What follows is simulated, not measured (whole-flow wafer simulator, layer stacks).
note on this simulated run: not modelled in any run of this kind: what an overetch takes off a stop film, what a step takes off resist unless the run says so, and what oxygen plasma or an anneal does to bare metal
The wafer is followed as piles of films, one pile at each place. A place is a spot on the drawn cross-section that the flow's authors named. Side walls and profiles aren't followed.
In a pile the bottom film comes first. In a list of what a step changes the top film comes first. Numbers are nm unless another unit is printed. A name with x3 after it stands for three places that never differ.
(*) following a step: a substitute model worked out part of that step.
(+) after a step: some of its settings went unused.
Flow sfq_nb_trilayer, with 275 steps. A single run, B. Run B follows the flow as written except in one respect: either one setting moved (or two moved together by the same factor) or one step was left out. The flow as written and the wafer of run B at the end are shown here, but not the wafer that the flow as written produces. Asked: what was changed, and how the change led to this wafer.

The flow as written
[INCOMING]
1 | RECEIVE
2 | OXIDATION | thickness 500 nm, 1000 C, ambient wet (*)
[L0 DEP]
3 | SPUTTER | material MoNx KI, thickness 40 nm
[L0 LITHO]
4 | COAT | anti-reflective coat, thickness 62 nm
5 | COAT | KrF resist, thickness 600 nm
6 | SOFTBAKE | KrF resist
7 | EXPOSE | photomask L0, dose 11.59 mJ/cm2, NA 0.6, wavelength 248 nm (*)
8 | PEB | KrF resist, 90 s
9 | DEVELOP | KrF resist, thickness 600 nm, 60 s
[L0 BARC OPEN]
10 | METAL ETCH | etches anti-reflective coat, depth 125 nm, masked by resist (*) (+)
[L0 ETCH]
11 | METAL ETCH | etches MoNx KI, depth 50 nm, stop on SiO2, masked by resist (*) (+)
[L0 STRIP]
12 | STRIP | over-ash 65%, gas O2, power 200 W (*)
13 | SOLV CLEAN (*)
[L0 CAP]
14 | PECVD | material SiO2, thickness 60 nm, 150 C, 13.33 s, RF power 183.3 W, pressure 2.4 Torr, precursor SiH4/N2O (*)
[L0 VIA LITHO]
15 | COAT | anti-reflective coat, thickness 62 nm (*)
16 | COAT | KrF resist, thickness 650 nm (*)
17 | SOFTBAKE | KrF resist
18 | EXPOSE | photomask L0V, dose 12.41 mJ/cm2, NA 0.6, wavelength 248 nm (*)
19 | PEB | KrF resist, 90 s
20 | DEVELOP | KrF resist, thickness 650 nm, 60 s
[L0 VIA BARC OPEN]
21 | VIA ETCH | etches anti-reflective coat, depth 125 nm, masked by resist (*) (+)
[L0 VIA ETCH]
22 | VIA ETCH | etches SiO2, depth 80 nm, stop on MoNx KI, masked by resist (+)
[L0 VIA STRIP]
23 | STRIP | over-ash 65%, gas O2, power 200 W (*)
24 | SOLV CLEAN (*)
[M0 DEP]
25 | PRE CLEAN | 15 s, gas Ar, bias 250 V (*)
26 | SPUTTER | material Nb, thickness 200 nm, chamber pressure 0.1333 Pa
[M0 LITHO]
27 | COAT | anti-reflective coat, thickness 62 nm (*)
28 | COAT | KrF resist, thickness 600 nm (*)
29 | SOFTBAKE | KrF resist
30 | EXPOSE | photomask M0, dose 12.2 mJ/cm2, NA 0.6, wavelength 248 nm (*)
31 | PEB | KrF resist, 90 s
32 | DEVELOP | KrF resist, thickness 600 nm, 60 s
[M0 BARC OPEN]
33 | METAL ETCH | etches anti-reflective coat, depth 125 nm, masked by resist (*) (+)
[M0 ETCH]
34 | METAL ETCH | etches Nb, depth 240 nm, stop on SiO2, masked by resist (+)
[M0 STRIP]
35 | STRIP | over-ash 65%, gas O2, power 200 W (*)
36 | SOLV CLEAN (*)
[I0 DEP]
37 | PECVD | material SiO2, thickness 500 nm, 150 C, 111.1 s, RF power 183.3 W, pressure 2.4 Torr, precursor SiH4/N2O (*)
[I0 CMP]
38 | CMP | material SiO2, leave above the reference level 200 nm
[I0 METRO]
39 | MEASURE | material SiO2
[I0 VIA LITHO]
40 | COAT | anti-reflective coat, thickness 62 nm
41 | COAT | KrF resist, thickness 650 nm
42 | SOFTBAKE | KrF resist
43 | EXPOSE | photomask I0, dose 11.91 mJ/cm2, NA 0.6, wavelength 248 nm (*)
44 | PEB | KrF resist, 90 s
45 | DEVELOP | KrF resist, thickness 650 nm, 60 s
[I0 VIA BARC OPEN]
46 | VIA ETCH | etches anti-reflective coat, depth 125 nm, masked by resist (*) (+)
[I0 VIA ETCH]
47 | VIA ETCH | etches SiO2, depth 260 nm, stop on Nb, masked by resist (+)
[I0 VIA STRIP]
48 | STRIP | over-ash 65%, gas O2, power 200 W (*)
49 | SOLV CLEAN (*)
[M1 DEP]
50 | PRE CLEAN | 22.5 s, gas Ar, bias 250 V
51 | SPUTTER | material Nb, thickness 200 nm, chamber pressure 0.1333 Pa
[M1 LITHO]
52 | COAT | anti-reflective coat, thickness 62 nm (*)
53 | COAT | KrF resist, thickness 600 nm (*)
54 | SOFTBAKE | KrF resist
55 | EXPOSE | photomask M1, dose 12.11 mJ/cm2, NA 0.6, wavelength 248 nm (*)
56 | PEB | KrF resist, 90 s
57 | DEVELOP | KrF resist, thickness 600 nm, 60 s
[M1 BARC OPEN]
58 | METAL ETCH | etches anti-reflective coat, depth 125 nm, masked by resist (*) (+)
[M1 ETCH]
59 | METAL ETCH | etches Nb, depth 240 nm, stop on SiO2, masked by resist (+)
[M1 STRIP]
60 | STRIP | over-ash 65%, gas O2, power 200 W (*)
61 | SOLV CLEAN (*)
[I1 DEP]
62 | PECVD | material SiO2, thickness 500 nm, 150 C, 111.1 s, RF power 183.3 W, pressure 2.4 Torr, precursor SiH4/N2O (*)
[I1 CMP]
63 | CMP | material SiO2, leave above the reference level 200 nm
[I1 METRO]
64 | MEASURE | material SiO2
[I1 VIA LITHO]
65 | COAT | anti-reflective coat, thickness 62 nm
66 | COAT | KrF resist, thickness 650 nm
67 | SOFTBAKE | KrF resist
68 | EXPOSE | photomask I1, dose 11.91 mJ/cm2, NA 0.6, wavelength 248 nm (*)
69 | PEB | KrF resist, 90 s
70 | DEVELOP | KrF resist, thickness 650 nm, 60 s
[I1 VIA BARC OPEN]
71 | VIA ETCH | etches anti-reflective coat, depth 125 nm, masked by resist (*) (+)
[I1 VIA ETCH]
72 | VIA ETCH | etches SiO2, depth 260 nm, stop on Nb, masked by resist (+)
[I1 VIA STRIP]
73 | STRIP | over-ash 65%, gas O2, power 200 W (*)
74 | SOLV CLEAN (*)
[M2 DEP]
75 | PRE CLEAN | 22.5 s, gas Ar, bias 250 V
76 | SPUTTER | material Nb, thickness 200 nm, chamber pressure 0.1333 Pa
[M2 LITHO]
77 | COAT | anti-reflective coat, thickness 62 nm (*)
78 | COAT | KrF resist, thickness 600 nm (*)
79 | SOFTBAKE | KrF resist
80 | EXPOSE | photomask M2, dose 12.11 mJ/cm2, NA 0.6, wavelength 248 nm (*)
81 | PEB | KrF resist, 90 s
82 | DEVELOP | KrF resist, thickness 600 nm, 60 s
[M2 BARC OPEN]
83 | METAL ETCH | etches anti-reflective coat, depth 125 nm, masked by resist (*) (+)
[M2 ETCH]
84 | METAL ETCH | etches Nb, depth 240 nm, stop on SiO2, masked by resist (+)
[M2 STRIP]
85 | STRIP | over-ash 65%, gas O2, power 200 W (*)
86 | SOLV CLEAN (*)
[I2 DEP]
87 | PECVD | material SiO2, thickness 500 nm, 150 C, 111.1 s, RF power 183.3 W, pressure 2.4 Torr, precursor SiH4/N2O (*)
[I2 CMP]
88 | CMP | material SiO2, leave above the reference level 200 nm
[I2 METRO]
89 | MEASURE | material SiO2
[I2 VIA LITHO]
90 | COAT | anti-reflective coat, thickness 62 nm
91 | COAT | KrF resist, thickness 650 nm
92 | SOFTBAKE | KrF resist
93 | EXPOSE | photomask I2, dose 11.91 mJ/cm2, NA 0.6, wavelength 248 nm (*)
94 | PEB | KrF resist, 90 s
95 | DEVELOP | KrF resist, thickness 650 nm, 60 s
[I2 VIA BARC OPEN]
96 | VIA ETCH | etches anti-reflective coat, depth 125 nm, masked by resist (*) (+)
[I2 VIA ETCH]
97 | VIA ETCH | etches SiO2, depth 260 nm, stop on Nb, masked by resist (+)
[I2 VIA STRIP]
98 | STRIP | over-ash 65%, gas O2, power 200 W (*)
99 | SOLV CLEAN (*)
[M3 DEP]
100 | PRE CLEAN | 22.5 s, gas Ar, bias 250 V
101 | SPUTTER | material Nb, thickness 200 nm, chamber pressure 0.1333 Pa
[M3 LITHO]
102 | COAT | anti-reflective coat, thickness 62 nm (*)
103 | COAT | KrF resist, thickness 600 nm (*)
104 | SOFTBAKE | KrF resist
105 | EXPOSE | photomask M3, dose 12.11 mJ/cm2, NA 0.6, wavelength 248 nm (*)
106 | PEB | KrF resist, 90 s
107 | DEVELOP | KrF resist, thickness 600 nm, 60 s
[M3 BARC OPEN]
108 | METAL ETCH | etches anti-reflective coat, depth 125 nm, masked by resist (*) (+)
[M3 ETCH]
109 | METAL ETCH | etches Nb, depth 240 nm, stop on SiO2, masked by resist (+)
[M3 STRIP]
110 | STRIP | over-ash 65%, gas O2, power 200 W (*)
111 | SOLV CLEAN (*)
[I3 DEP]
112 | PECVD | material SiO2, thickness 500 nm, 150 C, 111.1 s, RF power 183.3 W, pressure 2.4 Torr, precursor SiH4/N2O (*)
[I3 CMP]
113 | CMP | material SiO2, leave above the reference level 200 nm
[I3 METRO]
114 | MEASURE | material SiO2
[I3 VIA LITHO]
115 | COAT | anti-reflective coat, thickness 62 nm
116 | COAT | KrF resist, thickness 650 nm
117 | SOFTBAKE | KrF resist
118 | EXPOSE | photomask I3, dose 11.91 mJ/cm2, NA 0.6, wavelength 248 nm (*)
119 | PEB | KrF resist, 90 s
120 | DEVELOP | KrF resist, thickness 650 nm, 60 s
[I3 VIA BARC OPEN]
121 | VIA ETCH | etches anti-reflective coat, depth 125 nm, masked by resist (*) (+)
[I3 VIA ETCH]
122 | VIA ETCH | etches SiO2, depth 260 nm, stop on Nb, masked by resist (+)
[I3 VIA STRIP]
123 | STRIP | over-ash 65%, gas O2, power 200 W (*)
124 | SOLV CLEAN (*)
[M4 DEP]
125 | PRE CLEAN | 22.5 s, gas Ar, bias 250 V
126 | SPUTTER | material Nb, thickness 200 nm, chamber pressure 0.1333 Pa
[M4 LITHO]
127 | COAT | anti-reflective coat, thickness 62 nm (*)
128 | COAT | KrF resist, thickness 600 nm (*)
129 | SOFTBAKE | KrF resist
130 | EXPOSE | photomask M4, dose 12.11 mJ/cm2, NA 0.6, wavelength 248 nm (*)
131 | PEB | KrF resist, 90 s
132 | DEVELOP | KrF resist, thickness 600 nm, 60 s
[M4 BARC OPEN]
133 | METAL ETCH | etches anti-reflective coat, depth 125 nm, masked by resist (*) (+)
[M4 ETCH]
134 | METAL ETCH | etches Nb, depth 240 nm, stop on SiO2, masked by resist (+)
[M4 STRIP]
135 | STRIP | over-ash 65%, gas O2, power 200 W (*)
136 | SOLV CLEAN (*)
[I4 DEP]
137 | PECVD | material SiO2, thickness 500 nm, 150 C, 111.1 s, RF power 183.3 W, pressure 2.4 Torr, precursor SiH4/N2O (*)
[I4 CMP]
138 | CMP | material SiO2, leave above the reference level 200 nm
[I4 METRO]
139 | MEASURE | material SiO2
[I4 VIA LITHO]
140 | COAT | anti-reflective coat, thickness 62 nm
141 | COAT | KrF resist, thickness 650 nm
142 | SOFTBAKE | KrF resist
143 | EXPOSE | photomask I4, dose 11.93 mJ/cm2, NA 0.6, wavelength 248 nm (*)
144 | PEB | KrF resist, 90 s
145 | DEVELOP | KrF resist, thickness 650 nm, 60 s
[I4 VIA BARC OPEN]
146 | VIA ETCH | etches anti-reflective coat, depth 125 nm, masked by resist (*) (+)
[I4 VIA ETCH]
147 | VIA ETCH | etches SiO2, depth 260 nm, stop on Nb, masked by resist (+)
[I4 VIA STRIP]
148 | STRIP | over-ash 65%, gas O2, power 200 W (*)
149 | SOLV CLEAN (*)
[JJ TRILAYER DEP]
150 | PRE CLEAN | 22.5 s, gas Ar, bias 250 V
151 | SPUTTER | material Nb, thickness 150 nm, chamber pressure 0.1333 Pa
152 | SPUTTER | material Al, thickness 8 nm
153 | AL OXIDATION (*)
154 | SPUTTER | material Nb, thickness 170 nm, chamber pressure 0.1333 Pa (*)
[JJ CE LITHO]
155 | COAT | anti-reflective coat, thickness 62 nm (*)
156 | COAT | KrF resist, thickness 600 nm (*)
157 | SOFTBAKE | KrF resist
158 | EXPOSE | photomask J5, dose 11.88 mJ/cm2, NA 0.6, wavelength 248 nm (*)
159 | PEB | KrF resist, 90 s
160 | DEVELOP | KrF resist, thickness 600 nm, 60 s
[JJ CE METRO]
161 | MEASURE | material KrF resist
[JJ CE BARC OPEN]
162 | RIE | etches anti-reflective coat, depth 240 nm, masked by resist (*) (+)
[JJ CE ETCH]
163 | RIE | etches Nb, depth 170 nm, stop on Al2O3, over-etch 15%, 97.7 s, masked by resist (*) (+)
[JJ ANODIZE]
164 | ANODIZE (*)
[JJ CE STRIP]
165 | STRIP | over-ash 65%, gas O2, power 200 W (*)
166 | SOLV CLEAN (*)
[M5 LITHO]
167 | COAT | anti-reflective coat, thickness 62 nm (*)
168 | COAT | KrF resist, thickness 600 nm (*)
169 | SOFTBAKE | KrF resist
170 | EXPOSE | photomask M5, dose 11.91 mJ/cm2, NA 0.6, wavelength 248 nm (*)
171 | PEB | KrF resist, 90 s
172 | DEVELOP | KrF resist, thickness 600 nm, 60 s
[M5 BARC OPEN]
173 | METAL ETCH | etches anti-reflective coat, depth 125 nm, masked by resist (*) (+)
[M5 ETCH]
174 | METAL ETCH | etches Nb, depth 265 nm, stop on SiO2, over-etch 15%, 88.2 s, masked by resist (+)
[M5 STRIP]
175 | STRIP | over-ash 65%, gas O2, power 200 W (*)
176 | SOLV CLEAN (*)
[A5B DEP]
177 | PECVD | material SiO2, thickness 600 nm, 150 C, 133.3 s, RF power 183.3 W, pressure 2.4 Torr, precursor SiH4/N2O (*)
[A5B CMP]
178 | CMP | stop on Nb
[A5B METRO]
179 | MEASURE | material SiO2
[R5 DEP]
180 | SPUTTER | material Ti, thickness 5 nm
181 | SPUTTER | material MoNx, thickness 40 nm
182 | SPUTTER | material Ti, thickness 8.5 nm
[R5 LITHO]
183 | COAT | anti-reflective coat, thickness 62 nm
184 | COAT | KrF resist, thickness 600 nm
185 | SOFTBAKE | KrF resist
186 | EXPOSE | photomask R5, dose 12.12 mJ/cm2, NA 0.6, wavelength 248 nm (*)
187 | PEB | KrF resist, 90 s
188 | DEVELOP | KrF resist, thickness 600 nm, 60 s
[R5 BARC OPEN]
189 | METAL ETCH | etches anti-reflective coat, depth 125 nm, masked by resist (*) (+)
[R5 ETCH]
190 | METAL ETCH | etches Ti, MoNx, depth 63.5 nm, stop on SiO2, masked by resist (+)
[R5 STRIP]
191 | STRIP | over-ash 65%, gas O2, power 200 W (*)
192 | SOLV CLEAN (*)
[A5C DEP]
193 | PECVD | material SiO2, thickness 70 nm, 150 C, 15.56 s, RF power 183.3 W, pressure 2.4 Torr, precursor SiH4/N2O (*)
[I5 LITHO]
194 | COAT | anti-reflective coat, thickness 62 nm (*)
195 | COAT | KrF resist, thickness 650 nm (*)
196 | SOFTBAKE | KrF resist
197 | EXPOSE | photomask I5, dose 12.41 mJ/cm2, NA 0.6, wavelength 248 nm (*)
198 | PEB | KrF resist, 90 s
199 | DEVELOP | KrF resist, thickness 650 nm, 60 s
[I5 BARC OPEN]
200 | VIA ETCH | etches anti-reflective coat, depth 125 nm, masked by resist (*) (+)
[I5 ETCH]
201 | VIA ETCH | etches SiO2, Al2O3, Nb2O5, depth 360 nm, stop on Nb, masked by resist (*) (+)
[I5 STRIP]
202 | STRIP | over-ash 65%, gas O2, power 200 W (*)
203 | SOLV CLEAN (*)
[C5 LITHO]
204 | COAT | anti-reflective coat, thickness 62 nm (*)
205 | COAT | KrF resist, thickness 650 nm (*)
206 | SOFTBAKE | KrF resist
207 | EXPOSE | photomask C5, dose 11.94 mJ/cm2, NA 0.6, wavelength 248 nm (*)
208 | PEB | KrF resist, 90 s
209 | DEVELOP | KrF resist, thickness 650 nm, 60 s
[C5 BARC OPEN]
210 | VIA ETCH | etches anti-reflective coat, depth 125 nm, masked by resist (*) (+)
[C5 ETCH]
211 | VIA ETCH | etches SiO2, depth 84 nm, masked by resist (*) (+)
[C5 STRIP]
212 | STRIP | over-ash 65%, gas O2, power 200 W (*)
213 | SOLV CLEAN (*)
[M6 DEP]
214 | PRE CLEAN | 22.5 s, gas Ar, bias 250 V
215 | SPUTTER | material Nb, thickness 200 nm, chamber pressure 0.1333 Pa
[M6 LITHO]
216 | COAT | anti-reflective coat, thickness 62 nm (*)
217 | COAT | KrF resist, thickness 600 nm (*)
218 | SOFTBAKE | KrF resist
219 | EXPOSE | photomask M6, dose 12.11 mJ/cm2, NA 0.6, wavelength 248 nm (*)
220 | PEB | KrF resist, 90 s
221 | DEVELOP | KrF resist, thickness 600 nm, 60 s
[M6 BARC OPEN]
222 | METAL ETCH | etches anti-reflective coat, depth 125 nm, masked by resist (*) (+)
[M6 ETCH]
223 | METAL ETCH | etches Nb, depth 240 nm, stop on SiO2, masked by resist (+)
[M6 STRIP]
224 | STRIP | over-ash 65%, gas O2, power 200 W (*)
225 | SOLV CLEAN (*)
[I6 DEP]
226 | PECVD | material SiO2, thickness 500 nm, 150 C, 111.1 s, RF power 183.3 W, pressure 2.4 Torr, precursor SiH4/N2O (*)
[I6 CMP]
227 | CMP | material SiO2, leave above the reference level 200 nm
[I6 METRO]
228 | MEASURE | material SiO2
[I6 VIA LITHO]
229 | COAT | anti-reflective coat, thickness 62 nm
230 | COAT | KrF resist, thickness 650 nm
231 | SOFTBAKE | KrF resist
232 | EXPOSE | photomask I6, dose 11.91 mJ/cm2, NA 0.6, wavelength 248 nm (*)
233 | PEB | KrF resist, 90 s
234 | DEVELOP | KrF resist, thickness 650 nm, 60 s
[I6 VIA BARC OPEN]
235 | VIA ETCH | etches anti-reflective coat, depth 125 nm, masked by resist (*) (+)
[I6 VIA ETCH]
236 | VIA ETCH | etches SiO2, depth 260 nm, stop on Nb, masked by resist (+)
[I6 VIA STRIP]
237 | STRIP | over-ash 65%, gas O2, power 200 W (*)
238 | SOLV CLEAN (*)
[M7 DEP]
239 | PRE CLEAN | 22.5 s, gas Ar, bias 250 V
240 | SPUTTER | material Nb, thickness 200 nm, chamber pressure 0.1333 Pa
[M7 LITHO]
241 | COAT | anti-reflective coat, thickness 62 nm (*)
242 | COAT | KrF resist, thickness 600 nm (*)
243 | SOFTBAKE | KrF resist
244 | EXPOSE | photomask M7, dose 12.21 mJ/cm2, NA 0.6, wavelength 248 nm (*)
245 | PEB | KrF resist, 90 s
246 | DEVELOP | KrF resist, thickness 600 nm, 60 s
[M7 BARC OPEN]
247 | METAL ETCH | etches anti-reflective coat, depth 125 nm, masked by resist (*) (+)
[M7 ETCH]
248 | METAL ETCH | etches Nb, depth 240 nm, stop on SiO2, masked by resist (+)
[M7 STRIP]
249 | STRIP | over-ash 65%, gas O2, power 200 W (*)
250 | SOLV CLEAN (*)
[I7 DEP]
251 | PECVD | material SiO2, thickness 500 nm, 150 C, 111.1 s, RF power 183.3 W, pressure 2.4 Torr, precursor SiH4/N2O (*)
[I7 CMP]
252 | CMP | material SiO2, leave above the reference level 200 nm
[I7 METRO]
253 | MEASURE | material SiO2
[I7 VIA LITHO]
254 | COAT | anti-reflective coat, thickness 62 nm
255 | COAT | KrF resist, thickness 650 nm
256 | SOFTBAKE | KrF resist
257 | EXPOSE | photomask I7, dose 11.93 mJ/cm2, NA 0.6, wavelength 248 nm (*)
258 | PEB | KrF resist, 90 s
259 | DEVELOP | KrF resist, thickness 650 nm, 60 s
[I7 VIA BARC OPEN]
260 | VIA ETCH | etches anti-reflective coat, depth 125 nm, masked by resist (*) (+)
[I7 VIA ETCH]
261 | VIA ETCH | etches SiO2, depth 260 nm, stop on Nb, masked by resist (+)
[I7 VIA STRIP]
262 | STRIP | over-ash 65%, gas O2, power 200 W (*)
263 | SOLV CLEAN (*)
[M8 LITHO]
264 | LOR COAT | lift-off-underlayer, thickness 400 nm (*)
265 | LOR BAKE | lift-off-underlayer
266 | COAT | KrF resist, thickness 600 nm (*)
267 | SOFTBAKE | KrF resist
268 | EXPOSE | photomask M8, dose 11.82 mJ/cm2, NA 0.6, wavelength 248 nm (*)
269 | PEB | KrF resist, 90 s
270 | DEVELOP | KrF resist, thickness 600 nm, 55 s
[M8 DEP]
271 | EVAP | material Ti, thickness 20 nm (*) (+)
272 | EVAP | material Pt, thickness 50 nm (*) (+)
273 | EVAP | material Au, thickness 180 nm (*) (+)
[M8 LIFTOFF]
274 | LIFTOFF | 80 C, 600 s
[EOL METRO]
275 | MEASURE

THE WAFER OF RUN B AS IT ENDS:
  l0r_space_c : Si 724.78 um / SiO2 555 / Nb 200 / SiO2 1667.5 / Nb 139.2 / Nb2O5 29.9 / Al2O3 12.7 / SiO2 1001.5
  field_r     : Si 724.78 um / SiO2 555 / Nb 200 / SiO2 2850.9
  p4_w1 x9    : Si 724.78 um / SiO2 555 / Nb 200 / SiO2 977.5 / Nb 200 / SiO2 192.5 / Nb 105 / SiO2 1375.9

Cause: step 126, SPUTTER: thickness 105 nm was run, whereas the flow has thickness 200 nm.
The wafer lets one read it off: p4_w1 x9 has Nb 105, and step 126 as written asks for 200 nm.

The path from the change to this, step by step:
  126 | SPUTTER | material Nb, thickness 200 nm, chamber pressure 0.1333 Pa
      field_l, v_sur, via_wl and 102 more: Nb gains 105 (new film) (as written it would have been: Nb gains 200 (new film))
      via_v: Nb gains 86.6 (as written it would have been: Nb gains 165.5)
  127 | COAT | anti-reflective coat, thickness 62 nm (*)
      via_v: anti-reflective coat gains 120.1 (new film) (as written it would have been: anti-reflective coat gains 124.8 (new film))
  134 | METAL ETCH | etches Nb, depth 240 nm, stop on SiO2, masked by resist (+)
      field_l, be, be_sur and 64 more: Nb loses 105 (all of it) (as written it would have been: Nb loses 200 (all of it))
      v_sur, via_wl, via_w and 36 more: KrF resist loses 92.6 (as written it would have been: KrF resist loses 141.2)
  135 | STRIP | over-ash 65%, gas O2, power 200 W (*)
      p4_fl x3, p4_w1 x9, p4_g1 x2 and 15 more: KrF resist loses 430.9 (all of it), anti-reflective coat loses 62 (all of it) (as written it would have been: KrF resist loses 382.4 (all of it), anti-reflective coat loses 62 (all of it))
      ln_m5, lsp_m, ln_m6: KrF resist loses 430.5 (all of it), anti-reflective coat loses 61.8 (all of it) (as written it would have been: KrF resist loses 381.9 (all of it), anti-reflective coat loses 61.8 (all of it))
      (also at 7 further places)
  137 | PECVD | material SiO2, thickness 500 nm, 150 C, 111.1 s, RF power 183.3 W, pressure 2.4 Torr, precursor SiH4/N2O (*)
      p3_s0 x6: SiO2 gains 500 (as written it would have been: SiO2 gains 557.1)
      via_v: SiO2 gains 588.6 (new film) (as written it would have been: SiO2 gains 615 (new film))
  138 | CMP | material SiO2, leave above the reference level 200 nm
      field_l, be, be_sur and 55 more: SiO2 loses 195 (as written it would have been: SiO2 loses 100)
      p3_s0 x6: SiO2 loses 195 (as written it would have been: SiO2 loses 157.1)
      (also at 4 further places)
